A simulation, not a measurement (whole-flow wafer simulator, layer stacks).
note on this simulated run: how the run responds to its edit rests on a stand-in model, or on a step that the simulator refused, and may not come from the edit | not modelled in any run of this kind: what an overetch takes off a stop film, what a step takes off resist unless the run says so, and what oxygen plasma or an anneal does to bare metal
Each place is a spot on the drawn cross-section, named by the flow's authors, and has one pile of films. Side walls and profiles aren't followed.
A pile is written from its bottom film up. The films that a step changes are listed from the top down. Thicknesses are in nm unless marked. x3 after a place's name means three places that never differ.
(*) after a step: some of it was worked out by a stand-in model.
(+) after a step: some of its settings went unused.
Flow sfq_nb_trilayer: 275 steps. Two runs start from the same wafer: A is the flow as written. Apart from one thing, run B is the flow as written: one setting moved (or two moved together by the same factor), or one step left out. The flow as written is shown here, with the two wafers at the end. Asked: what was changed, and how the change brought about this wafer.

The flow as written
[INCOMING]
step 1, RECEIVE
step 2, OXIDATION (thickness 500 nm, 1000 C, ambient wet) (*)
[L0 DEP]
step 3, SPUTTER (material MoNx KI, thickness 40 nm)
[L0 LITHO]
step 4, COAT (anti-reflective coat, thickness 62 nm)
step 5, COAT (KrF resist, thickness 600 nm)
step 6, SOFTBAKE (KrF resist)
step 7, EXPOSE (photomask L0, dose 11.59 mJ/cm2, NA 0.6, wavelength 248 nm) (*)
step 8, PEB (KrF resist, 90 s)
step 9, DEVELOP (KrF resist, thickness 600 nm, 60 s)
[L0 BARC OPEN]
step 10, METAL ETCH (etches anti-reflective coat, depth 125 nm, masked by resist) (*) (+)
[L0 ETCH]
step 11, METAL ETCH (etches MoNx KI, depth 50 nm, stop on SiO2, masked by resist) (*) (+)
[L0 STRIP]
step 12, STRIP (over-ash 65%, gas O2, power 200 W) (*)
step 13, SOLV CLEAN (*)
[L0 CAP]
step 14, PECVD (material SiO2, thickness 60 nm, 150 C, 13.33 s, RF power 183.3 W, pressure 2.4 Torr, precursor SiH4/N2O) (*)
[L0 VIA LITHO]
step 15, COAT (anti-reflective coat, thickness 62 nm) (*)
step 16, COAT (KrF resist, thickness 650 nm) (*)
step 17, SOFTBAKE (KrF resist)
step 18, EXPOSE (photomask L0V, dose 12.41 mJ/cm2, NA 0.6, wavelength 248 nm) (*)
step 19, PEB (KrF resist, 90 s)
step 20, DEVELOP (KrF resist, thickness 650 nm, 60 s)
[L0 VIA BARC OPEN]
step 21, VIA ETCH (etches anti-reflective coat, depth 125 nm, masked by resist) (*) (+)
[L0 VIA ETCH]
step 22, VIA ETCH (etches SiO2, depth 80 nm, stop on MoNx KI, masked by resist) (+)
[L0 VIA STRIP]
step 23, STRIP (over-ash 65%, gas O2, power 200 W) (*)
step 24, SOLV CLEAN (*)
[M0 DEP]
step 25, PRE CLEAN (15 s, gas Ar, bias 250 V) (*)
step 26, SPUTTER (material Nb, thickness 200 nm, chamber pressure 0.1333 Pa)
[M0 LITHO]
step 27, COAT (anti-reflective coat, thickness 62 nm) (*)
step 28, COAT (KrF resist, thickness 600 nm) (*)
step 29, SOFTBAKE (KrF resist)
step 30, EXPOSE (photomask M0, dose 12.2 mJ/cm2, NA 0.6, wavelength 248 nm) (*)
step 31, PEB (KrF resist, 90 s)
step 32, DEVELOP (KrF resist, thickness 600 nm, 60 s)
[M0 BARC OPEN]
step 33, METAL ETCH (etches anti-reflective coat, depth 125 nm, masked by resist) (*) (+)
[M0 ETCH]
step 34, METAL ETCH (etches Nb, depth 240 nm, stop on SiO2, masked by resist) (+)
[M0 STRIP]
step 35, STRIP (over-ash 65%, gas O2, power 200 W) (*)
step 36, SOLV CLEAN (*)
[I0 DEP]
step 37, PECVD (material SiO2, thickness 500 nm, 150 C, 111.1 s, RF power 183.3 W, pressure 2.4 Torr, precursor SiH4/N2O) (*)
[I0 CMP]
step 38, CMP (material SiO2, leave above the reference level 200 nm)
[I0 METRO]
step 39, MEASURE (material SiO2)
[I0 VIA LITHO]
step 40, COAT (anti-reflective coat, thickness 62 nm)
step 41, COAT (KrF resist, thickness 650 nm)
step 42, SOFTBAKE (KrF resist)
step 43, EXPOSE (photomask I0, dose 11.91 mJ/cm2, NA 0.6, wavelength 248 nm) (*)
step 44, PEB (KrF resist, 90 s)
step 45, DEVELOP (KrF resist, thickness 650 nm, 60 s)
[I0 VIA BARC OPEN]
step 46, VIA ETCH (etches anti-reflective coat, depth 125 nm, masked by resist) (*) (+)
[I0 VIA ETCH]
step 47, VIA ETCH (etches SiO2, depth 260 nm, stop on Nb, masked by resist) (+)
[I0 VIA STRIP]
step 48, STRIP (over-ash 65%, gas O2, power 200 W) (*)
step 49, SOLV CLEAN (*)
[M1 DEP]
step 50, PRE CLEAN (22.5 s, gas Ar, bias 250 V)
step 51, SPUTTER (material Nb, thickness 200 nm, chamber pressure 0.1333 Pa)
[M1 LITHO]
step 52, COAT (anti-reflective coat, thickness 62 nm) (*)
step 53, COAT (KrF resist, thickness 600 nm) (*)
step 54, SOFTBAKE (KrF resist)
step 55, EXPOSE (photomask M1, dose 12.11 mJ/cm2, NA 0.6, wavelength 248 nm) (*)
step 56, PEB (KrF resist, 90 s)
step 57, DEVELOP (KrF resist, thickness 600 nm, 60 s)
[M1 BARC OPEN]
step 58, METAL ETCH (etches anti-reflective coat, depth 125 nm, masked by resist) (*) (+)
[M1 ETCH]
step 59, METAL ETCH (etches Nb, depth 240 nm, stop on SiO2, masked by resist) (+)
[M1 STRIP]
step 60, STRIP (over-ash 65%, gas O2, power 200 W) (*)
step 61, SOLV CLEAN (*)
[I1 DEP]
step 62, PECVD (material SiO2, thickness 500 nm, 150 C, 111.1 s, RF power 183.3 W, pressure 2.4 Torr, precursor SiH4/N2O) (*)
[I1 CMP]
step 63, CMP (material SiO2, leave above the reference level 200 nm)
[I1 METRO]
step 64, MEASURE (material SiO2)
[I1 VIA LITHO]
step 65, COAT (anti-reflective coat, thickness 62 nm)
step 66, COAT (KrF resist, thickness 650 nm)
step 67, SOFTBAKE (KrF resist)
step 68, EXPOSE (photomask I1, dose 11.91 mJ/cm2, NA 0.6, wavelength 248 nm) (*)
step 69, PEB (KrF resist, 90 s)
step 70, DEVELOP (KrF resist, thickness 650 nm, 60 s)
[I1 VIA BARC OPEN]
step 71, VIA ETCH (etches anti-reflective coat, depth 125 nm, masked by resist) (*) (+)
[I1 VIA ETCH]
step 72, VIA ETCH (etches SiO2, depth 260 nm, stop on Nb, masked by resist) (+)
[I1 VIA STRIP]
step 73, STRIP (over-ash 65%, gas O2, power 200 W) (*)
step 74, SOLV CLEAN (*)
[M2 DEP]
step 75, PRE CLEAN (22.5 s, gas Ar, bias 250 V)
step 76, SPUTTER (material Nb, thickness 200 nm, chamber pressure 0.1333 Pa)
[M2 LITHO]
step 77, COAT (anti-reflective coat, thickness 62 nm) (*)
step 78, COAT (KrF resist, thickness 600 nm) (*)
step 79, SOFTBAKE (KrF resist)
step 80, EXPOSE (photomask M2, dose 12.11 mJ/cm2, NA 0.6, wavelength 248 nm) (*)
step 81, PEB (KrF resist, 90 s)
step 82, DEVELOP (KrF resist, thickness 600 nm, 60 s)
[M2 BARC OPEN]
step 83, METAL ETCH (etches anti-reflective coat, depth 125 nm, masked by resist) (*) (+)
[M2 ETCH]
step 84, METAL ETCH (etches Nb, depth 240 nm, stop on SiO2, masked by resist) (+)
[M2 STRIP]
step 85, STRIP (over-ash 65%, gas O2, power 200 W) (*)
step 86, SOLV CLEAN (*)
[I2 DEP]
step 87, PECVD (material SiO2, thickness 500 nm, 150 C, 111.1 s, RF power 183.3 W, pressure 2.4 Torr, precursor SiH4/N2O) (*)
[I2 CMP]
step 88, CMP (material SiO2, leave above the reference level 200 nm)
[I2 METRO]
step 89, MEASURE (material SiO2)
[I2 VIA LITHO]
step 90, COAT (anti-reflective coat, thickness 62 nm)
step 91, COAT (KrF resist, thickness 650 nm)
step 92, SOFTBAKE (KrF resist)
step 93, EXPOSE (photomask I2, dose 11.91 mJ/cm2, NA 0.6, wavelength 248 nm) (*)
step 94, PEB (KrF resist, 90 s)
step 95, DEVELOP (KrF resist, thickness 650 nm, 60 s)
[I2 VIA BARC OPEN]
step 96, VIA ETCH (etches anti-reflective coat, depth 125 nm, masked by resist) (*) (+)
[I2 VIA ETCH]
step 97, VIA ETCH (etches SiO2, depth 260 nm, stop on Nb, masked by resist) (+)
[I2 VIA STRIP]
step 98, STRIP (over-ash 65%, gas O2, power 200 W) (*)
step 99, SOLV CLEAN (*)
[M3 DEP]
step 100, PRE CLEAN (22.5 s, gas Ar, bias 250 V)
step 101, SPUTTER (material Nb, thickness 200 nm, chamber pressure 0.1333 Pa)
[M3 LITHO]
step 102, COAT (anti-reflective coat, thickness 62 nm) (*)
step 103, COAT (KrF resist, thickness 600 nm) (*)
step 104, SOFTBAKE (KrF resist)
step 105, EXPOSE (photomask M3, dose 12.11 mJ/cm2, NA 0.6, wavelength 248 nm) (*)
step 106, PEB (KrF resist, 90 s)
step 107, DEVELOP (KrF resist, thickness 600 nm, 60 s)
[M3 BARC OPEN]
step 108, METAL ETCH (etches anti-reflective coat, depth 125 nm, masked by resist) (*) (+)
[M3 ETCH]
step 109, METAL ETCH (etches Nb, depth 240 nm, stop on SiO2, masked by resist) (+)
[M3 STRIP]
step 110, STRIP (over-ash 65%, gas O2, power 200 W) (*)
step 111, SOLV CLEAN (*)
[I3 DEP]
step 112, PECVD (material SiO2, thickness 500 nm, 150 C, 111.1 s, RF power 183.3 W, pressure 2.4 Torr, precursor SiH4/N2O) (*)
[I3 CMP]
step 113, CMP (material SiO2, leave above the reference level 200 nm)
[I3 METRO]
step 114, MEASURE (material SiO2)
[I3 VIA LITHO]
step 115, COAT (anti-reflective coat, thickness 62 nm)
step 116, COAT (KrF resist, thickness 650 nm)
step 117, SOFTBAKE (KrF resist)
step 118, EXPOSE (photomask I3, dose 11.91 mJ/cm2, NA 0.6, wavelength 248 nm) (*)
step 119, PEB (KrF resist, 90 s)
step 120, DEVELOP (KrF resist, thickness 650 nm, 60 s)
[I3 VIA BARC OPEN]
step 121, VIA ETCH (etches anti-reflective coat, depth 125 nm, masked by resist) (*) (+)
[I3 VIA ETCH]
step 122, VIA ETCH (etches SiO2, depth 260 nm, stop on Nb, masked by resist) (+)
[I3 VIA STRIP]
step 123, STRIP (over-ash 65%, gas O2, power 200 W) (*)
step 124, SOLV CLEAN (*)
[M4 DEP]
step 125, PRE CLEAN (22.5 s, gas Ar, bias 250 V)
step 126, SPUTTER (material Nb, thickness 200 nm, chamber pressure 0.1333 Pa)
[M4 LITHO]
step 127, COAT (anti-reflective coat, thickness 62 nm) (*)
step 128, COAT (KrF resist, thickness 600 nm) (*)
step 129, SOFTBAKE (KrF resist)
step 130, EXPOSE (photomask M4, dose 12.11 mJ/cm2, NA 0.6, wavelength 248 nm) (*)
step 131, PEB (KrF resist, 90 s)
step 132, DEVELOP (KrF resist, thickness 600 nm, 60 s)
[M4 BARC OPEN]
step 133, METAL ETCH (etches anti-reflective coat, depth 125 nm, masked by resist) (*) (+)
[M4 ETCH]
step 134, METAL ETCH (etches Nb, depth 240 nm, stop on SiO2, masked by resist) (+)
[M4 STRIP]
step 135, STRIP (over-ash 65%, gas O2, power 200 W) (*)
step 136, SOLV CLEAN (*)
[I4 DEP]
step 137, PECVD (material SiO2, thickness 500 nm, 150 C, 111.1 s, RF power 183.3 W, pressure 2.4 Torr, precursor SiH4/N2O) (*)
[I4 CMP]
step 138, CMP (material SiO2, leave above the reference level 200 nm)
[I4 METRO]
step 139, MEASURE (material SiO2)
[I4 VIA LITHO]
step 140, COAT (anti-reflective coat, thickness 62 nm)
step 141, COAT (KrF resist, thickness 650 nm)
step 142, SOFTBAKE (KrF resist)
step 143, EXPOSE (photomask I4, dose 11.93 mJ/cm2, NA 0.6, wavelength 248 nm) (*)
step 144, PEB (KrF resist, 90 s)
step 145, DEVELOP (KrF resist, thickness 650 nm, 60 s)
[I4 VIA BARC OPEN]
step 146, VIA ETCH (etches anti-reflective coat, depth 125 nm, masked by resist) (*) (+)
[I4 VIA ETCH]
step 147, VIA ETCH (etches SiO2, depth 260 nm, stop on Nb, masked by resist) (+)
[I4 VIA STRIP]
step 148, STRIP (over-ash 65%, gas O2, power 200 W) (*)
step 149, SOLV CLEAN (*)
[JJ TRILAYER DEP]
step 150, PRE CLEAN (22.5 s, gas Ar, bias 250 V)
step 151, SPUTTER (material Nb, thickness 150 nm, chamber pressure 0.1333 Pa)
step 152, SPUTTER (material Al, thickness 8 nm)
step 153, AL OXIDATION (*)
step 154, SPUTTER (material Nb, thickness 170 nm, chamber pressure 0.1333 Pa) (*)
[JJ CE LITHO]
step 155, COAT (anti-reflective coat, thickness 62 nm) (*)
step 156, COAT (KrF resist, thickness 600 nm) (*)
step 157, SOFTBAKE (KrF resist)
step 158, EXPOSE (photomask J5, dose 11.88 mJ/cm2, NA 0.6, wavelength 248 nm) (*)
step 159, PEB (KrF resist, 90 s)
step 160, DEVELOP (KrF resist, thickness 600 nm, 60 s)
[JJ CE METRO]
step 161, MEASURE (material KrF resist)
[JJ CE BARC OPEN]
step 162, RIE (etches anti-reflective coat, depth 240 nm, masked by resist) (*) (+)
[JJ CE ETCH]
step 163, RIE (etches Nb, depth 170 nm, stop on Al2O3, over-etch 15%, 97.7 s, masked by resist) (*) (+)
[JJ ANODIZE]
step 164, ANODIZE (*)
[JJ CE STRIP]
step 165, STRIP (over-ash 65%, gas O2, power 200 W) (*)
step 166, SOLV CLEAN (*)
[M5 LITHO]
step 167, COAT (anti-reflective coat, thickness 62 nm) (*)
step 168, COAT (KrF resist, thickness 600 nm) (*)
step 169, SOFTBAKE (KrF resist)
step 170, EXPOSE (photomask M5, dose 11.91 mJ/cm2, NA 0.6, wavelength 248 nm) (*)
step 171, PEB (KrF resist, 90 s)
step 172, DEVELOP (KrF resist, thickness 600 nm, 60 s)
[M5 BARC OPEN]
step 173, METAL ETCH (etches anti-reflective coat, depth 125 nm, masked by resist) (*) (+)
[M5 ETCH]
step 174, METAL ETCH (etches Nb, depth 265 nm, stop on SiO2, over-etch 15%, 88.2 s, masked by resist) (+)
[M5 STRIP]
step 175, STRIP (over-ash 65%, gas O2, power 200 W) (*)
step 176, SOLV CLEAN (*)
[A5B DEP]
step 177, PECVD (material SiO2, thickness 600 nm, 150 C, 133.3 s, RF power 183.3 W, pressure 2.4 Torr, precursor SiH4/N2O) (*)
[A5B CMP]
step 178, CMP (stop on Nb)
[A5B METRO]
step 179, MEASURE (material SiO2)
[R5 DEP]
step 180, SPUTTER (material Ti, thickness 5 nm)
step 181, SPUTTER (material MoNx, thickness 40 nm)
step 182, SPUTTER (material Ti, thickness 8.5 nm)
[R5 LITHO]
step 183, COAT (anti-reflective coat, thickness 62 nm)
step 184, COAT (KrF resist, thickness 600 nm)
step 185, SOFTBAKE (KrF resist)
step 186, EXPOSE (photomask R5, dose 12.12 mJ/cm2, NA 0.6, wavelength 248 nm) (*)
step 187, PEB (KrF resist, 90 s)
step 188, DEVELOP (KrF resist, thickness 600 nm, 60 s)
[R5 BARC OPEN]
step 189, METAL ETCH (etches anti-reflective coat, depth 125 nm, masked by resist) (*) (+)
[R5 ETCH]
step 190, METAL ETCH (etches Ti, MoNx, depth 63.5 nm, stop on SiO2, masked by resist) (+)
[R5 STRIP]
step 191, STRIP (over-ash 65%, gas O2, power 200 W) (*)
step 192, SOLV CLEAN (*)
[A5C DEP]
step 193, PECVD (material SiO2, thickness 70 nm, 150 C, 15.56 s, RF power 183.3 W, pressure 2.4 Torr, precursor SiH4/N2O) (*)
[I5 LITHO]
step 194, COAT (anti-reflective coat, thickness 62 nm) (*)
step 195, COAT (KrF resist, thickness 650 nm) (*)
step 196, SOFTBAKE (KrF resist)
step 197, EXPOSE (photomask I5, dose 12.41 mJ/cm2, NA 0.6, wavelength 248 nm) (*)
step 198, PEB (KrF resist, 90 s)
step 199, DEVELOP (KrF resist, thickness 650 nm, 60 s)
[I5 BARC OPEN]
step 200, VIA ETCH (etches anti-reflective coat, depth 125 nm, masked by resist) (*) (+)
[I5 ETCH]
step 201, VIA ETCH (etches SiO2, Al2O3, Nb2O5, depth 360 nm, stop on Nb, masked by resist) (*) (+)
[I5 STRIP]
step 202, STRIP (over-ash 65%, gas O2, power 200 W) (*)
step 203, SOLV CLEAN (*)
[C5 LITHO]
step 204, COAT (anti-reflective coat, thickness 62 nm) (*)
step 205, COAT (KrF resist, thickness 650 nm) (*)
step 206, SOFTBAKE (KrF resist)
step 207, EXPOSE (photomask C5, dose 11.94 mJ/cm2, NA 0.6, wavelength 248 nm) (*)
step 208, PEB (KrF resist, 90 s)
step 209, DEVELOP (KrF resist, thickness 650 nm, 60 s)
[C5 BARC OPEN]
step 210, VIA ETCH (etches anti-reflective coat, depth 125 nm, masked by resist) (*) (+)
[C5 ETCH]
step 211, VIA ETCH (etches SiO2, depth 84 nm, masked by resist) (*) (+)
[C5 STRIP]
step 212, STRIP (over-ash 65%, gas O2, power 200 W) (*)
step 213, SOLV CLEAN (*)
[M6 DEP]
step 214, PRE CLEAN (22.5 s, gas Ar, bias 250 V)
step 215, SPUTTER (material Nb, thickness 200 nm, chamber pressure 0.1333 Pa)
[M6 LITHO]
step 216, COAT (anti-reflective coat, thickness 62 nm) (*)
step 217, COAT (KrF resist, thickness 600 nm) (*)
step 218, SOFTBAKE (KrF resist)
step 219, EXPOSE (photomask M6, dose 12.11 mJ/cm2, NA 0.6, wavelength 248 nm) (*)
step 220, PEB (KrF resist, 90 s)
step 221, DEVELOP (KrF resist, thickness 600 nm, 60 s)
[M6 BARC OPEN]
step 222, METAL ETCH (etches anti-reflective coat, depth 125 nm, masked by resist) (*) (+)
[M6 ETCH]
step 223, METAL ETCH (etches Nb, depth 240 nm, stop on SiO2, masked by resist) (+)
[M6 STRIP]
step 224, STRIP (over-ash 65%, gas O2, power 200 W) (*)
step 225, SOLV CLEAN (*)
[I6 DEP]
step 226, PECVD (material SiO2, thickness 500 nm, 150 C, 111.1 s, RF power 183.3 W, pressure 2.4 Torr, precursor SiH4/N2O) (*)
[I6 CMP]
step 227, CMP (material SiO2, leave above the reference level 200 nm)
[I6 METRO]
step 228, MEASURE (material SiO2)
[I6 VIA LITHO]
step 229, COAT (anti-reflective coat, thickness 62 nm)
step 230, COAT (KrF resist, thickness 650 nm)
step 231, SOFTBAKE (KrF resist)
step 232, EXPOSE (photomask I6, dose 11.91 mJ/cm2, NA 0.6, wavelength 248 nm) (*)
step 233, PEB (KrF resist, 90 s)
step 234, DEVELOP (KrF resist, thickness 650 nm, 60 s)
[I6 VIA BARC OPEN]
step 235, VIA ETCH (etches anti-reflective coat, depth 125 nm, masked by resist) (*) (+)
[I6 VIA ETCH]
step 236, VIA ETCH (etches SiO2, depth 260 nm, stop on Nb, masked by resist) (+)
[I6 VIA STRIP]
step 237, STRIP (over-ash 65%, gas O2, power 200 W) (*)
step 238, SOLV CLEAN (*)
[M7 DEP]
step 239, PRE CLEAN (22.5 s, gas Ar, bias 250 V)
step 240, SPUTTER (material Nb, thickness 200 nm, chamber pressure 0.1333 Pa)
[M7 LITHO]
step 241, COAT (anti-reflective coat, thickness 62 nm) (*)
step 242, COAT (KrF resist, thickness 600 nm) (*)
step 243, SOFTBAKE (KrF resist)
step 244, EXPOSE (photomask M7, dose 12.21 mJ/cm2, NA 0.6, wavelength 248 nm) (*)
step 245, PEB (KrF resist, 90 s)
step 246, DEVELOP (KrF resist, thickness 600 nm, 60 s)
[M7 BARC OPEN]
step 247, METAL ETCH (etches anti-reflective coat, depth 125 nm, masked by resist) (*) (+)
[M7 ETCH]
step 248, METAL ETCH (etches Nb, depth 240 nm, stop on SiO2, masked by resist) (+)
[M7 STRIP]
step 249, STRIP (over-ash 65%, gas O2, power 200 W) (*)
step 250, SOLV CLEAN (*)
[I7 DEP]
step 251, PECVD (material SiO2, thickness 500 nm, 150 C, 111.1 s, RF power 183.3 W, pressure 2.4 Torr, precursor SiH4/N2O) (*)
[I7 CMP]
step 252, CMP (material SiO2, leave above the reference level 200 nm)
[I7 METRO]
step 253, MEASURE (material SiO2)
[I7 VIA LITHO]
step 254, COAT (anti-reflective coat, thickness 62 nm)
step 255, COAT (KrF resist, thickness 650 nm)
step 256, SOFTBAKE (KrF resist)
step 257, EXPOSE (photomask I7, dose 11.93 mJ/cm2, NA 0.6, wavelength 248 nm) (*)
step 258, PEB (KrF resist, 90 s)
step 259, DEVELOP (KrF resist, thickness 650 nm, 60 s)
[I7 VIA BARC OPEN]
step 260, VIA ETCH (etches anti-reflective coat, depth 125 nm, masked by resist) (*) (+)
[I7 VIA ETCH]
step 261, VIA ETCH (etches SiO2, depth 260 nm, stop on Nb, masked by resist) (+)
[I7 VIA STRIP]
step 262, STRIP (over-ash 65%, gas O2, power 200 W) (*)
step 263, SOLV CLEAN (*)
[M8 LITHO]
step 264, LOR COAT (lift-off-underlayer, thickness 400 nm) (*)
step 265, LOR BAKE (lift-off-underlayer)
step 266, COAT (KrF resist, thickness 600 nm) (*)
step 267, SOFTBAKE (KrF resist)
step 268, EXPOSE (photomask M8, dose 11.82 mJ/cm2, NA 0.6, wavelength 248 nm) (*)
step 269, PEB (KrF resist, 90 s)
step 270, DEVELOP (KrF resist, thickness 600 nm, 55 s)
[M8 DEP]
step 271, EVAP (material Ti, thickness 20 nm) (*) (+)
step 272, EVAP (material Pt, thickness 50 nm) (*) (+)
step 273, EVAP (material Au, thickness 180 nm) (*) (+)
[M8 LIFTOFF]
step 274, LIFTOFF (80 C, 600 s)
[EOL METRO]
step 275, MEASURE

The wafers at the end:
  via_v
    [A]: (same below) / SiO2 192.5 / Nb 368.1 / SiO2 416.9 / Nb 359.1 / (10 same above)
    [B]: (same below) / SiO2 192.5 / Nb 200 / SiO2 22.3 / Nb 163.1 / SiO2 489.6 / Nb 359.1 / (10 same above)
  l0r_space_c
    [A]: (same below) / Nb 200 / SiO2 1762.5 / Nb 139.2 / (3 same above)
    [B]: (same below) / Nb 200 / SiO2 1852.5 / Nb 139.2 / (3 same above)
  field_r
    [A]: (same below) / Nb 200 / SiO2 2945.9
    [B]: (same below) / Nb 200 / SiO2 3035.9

Cause: step 63, CMP: leave above the reference level 290 nm was run, while the flow as written has leave above the reference level 200 nm.

The path from the change to this, step by step:
  step 63, CMP (material SiO2, leave above the reference level 200 nm)
      field_l, be, be_sur and 72 more: A SiO2 loses 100 | B SiO2 loses 10
      v_sur, via_wl, via_wr and 20 more: A SiO2 loses 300 | B SiO2 loses 210
      (also at 8 further places)
  step 72, VIA ETCH (etches SiO2, depth 260 nm, stop on Nb, masked by resist) (+)
      via_v: A SiO2 loses 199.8 (all of it) | B SiO2 loses 260
  step 75, PRE CLEAN (22.5 s, gas Ar, bias 250 V)
      via_v: A Nb loses 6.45 | B SiO2 loses 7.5
  step 76, SPUTTER (material Nb, thickness 200 nm, chamber pressure 0.1333 Pa)
      via_v: A Nb gains 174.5 | B Nb gains 163.1 (new film)
  step 77, COAT (anti-reflective coat, thickness 62 nm) (*)
      via_sp: A anti-reflective coat gains 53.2 (new film) | B anti-reflective coat gains 51.9 (new film)
      via_v: A anti-reflective coat gains 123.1 (new film) | B anti-reflective coat gains 136.1 (new film)
      (also at 1 further place)
  step 78, COAT (KrF resist, thickness 600 nm) (*)
      via_v: A KrF resist gains 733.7 (new film) | B KrF resist gains 783.4 (new film)
  step 85, STRIP (over-ash 65%, gas O2, power 200 W) (*)
      via_sp: A KrF resist loses 374.4 (all of it), anti-reflective coat loses 53.2 (all of it) | B KrF resist loses 370.4 (all of it), anti-reflective coat loses 51.9 (all of it)
      via_v: A KrF resist loses 515.8 (all of it), anti-reflective coat loses 123.1 (all of it) | B KrF resist loses 565.3 (all of it), anti-reflective coat loses 136.1 (all of it)
      (also at 1 further place)
  step 87, PECVD (material SiO2, thickness 500 nm, 150 C, 111.1 s, RF power 183.3 W, pressure 2.4 Torr, precursor SiH4/N2O) (*)
      via_v: A SiO2 gains 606 (new film) | B SiO2 gains 678.7 (new film)
Taking metal films that touch as one body, via_v has 7 bodies (between them, from the top down: SiO2 437.8; SiO2 209 / Al2O3 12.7 / Nb2O5 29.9; SiO2 425.9; SiO2 489.6; SiO2 22.3; SiO2 192.5); the flow as written gives 6 bodies (between them, from the top down: SiO2 437.8; SiO2 209 / Al2O3 12.7 / Nb2O5 29.9; SiO2 425.9; SiO2 416.9; SiO2 192.5).
